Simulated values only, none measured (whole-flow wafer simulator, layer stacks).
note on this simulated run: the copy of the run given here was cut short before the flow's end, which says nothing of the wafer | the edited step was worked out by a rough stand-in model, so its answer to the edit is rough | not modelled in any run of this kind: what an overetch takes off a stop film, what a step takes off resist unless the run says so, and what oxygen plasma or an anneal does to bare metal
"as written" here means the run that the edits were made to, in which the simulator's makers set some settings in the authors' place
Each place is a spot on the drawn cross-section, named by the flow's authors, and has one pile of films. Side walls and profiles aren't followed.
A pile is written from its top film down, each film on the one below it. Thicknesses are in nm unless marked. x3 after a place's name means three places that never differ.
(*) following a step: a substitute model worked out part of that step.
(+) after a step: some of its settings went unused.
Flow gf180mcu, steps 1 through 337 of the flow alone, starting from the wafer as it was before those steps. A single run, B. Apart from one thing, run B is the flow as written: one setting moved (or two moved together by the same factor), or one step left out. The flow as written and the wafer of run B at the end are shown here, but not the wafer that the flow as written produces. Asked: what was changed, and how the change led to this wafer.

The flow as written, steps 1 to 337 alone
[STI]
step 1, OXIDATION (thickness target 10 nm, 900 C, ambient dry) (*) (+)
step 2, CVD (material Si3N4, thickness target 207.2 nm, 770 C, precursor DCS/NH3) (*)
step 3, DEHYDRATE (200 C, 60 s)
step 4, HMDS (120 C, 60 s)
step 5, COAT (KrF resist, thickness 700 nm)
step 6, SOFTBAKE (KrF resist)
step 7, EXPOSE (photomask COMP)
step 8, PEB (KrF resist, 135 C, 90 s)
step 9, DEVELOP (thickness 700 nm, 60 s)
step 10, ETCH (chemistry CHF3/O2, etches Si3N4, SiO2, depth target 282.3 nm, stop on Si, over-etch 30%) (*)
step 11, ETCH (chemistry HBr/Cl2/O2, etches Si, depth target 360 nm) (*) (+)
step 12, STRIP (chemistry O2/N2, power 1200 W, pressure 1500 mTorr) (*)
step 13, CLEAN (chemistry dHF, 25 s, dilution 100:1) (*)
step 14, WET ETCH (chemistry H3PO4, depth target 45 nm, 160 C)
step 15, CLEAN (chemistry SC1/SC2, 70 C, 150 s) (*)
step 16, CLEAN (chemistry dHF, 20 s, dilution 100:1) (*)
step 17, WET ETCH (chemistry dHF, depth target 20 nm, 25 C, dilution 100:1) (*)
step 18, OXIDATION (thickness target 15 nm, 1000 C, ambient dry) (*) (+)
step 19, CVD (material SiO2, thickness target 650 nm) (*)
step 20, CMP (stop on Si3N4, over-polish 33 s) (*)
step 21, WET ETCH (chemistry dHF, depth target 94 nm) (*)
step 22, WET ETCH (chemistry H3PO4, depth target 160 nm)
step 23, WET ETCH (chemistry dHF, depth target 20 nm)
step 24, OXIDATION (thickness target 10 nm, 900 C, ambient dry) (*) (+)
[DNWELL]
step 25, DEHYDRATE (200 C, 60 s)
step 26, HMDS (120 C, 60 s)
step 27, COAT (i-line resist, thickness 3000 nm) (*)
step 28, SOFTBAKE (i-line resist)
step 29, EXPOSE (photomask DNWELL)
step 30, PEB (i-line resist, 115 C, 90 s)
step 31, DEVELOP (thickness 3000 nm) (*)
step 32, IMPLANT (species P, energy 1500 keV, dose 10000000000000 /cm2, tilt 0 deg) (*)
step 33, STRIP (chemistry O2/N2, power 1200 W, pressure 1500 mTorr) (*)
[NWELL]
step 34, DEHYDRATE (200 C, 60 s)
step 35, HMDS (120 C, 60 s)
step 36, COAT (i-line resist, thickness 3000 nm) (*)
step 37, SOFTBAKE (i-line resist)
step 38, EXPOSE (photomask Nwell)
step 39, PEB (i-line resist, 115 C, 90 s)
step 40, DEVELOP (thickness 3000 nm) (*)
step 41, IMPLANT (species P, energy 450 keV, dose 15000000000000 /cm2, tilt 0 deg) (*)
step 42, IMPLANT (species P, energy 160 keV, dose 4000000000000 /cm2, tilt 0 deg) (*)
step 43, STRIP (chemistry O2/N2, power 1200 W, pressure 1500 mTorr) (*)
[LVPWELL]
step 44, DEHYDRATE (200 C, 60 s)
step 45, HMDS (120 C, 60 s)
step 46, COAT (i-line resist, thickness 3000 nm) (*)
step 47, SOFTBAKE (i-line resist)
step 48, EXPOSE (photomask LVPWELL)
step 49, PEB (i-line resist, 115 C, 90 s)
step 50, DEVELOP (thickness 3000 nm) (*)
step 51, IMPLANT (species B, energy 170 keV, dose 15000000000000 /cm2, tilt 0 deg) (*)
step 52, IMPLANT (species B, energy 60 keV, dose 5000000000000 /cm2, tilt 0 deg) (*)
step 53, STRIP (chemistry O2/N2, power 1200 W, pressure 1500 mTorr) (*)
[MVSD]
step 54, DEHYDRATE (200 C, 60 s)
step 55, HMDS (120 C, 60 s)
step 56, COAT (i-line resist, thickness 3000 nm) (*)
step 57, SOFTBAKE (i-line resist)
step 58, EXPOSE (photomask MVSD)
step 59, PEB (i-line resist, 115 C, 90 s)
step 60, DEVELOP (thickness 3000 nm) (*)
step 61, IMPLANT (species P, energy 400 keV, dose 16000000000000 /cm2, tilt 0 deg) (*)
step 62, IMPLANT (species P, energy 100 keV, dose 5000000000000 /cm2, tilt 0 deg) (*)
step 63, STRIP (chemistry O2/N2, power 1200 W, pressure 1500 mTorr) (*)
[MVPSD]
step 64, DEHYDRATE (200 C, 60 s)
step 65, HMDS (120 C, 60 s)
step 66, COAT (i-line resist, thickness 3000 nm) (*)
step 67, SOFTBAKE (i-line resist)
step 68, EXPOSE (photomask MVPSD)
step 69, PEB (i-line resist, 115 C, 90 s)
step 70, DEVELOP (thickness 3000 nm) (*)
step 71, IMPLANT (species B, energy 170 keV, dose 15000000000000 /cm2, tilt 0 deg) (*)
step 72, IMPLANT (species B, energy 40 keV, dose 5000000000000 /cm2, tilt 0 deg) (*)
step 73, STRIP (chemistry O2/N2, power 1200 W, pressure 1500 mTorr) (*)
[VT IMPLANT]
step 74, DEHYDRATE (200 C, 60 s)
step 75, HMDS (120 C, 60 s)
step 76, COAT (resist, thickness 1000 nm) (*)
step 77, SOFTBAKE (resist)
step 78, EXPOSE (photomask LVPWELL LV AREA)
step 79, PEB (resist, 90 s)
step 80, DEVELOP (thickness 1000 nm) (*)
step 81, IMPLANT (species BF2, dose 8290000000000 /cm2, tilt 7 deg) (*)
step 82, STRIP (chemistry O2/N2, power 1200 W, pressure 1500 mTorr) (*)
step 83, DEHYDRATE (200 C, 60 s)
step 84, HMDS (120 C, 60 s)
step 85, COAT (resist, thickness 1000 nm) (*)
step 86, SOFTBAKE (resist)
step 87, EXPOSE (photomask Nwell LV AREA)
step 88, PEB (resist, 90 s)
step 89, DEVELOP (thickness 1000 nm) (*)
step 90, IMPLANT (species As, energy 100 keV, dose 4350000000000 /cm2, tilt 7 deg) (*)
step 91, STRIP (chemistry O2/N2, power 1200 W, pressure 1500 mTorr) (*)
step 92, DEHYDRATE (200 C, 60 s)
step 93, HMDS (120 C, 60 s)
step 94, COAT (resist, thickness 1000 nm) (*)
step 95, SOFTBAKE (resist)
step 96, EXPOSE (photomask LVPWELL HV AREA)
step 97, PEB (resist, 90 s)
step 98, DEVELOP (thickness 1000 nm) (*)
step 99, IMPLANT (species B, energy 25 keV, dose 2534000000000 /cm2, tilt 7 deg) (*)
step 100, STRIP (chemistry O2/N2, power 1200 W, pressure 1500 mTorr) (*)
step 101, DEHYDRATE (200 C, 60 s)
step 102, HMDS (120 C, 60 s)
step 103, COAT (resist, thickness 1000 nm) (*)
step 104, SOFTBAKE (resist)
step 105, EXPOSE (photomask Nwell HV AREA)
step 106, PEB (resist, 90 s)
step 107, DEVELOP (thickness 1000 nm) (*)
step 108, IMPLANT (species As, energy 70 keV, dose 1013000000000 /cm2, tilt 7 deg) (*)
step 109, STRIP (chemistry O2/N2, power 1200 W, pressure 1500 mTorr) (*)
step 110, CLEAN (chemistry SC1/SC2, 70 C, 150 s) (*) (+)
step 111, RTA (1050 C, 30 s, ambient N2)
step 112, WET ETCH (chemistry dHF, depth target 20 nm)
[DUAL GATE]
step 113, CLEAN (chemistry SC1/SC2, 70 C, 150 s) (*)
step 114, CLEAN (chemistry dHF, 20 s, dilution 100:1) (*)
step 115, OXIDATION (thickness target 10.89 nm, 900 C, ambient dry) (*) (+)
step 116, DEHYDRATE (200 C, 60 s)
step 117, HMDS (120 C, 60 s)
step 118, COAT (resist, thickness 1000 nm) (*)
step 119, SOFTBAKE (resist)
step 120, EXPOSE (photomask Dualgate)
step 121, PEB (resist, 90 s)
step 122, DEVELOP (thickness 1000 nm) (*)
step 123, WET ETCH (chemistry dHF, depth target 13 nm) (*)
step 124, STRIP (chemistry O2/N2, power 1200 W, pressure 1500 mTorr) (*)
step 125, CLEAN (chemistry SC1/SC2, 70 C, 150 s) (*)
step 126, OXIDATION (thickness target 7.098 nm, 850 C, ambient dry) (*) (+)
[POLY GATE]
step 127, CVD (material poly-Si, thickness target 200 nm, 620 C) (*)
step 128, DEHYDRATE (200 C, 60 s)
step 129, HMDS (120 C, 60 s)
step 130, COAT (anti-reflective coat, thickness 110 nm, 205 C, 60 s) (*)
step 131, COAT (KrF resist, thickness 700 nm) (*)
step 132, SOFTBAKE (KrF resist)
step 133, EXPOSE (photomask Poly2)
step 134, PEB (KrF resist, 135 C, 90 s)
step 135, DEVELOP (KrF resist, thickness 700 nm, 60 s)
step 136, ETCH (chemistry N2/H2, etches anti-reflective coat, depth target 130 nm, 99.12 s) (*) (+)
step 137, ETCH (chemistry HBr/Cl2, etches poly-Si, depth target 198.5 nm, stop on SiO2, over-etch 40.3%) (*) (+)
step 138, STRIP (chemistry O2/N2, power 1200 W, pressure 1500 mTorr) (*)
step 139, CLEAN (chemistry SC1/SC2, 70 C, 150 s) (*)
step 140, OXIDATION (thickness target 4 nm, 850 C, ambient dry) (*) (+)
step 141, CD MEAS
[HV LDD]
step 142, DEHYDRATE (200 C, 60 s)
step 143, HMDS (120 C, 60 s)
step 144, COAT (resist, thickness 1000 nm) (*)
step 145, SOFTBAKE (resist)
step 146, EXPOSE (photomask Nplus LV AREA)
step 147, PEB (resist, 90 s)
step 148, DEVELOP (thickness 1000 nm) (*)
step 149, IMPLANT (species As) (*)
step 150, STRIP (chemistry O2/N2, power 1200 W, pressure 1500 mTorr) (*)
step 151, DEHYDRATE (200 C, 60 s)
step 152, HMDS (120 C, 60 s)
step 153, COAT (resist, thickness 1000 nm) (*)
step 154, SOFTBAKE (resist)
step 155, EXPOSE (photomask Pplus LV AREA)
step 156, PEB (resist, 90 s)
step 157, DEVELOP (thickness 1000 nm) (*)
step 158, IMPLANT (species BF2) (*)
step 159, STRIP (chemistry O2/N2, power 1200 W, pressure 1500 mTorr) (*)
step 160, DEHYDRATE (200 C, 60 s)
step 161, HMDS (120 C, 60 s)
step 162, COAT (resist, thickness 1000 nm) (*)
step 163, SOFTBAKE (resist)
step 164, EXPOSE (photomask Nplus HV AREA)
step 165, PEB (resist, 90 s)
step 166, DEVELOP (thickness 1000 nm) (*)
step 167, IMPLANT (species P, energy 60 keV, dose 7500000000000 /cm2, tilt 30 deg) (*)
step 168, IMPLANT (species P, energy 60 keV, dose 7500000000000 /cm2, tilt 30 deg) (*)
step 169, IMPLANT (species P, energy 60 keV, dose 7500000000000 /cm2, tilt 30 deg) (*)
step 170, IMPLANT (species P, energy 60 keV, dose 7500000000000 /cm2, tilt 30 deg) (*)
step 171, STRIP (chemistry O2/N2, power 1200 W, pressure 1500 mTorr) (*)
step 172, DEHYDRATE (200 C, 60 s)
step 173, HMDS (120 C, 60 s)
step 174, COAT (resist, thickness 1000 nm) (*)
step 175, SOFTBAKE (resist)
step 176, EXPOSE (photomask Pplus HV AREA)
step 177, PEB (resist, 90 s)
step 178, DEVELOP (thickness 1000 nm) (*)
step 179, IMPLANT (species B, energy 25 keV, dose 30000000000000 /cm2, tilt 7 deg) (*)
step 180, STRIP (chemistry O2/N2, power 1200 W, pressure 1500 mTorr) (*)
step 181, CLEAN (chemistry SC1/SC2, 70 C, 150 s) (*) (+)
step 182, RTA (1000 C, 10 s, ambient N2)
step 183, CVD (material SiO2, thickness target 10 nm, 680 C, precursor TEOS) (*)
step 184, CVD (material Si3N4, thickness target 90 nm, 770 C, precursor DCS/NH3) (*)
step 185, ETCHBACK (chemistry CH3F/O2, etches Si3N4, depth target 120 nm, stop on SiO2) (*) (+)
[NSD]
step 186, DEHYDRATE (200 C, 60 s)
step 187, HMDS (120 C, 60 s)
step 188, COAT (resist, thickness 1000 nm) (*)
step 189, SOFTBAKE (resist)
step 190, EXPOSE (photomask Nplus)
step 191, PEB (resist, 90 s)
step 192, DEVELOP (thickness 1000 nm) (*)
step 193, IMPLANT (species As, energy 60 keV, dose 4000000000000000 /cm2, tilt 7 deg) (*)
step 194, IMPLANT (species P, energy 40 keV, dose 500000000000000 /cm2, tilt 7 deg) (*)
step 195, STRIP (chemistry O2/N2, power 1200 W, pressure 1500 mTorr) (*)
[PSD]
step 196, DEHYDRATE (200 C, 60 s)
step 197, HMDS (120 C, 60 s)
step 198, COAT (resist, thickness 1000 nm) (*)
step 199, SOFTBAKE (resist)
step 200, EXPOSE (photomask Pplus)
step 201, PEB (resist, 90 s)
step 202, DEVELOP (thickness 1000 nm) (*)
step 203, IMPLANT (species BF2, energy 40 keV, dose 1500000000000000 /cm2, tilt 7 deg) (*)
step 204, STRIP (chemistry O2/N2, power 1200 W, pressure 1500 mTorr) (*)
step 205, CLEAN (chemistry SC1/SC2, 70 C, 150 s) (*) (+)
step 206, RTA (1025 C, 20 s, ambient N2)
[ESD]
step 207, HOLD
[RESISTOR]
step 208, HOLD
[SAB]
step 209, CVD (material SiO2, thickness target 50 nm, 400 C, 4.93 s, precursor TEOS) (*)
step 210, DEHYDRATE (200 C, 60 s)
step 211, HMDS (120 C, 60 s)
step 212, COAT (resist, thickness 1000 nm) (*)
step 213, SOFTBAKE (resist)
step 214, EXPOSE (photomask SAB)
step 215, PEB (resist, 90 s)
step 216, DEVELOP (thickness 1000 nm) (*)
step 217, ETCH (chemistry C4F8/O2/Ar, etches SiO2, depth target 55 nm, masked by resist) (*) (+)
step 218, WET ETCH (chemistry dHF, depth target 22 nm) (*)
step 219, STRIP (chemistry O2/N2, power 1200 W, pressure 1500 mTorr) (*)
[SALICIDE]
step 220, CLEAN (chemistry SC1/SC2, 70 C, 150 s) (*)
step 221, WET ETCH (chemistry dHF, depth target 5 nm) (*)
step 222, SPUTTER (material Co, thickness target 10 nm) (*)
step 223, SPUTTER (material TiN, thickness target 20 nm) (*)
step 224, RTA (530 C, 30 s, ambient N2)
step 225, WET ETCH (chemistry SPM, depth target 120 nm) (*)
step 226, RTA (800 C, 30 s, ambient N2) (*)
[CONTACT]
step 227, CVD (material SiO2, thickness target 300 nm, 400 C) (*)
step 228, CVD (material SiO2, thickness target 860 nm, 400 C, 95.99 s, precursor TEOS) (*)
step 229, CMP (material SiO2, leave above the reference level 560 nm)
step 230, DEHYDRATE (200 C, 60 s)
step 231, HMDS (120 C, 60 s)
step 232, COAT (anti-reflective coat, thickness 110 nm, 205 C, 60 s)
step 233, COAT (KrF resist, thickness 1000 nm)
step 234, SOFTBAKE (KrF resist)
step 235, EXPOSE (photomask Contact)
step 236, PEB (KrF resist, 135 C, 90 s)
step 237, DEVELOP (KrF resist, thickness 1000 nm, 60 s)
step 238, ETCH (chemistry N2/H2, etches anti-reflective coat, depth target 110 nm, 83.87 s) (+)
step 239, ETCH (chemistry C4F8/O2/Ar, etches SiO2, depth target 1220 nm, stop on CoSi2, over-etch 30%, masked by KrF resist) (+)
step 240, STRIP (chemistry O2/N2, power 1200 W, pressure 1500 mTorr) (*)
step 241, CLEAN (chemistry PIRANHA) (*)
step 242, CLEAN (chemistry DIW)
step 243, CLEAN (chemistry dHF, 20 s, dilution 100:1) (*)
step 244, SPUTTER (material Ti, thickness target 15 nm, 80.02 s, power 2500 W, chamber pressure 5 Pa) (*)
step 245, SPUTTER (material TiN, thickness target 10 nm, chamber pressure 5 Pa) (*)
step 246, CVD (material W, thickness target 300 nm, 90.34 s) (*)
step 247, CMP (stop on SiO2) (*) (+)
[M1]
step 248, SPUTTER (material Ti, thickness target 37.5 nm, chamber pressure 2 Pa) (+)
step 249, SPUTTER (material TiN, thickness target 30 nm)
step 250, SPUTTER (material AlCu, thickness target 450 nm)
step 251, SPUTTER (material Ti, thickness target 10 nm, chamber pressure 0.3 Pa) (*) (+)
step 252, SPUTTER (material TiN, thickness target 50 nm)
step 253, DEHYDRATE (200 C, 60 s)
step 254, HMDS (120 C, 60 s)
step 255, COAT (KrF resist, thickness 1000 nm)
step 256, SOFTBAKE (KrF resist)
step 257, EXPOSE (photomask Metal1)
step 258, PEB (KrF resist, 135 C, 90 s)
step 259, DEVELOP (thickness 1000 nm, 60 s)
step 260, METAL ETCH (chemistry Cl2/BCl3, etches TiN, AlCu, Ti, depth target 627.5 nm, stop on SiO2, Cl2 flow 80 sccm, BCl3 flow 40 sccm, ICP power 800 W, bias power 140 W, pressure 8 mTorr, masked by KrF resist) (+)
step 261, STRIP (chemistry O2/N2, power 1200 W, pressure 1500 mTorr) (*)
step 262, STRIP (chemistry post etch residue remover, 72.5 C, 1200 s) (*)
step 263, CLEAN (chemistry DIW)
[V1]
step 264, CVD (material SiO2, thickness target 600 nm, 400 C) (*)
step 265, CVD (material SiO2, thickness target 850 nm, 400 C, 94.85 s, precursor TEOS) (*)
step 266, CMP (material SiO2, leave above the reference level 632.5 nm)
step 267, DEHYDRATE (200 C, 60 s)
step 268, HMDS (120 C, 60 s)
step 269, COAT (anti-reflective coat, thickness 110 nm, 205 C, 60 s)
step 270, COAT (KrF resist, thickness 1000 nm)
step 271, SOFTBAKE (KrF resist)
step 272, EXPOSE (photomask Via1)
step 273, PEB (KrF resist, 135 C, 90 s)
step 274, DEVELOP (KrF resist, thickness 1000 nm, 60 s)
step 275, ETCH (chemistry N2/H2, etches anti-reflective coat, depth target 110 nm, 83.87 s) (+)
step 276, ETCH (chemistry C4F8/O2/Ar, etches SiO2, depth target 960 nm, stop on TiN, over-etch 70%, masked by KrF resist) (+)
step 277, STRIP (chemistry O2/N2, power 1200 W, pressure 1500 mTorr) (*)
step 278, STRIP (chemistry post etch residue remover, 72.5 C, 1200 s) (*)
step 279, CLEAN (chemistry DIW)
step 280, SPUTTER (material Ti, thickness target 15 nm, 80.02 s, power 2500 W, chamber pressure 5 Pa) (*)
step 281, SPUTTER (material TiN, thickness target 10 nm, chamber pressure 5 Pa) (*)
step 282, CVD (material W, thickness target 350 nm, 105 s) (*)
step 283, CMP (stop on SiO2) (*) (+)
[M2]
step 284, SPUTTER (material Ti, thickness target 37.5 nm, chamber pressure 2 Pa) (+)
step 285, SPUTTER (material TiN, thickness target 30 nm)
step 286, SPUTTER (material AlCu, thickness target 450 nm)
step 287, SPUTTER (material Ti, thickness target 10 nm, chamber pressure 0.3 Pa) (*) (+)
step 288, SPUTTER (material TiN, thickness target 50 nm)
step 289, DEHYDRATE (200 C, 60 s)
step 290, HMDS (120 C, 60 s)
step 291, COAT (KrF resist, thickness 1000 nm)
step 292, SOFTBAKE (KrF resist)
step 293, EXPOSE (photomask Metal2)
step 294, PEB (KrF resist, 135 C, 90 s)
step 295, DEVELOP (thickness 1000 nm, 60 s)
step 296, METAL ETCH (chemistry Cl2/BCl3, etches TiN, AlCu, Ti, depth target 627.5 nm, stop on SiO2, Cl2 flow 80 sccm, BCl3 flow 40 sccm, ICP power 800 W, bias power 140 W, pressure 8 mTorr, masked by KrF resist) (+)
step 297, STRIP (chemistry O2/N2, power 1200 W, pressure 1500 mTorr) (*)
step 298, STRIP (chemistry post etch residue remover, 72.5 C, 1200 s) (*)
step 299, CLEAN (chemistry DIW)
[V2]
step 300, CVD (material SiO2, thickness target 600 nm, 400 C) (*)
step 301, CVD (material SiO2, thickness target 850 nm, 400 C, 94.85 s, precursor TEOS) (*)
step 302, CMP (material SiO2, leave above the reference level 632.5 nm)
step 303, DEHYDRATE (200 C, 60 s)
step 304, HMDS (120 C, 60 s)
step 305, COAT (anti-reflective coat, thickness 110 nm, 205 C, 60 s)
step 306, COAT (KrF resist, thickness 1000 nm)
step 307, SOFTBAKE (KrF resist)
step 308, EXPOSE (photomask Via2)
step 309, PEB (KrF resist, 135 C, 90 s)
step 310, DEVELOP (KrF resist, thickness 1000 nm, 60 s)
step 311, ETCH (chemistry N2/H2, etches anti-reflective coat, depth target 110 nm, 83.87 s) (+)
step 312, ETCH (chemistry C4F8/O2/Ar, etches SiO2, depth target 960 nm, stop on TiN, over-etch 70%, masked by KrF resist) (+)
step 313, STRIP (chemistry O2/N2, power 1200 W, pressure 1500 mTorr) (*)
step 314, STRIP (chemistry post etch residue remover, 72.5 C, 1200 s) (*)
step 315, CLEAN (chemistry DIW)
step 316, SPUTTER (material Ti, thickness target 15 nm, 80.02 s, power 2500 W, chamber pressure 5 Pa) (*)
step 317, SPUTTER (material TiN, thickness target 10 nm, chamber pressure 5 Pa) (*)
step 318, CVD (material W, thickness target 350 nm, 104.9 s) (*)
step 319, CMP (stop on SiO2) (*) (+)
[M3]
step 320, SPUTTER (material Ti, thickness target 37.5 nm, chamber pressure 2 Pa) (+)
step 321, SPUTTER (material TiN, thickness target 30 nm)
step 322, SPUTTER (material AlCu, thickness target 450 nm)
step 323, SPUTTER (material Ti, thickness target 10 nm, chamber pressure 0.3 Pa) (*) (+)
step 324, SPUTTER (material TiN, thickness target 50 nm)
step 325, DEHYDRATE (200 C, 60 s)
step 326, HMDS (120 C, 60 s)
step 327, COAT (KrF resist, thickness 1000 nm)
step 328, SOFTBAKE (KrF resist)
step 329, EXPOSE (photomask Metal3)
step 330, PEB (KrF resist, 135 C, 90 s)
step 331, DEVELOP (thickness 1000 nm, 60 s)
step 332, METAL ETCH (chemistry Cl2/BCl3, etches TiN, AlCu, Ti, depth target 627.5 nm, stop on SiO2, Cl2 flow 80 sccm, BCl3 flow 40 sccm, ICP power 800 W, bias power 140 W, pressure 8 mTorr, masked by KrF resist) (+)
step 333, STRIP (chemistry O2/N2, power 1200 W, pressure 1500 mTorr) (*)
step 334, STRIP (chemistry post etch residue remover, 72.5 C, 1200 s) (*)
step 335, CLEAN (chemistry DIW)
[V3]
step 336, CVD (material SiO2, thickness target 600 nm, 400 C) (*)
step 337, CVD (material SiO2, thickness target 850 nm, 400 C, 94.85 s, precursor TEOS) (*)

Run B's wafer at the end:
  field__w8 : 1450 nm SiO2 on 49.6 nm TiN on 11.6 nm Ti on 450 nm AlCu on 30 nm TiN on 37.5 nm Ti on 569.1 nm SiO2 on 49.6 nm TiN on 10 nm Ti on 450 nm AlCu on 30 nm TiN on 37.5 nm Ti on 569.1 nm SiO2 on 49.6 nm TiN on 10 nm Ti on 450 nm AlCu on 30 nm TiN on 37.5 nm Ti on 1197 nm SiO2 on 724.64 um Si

What caused this: step 323, SPUTTER: thickness target 11.6 nm was run, though the flow has thickness target 10 nm.
The wafer lets one read it off: field__w8 has Ti 11.6, and step 323 as written asks for 10 nm.

Step by step, how the change led to this:
  step 323, SPUTTER (material Ti, thickness target 10 nm, chamber pressure 0.3 Pa) (*) (+)
      field, field__w1, field__w2 and 108 more: +11.6 Ti (new film) (in the flow as written it would be: +10 Ti (new film))
  step 332, METAL ETCH (chemistry Cl2/BCl3, etches TiN, AlCu, Ti, depth target 627.5 nm, stop on SiO2, Cl2 flow 80 sccm, BCl3 flow 40 sccm, ICP power 800 W, bias power 140 W, pressure 8 mTorr, masked by KrF resist) (+)
      field, field__w1, field__w2 and 103 more: -50 TiN (all of it), -11.6 Ti (all of it), -450 AlCu (all of it), -30 TiN (all of it), -37.5 Ti (all of it) (in the flow as written it would be: -50 TiN (all of it), -10 Ti (all of it), -450 AlCu (all of it), -30 TiN (all of it), -37.5 Ti (all of it))
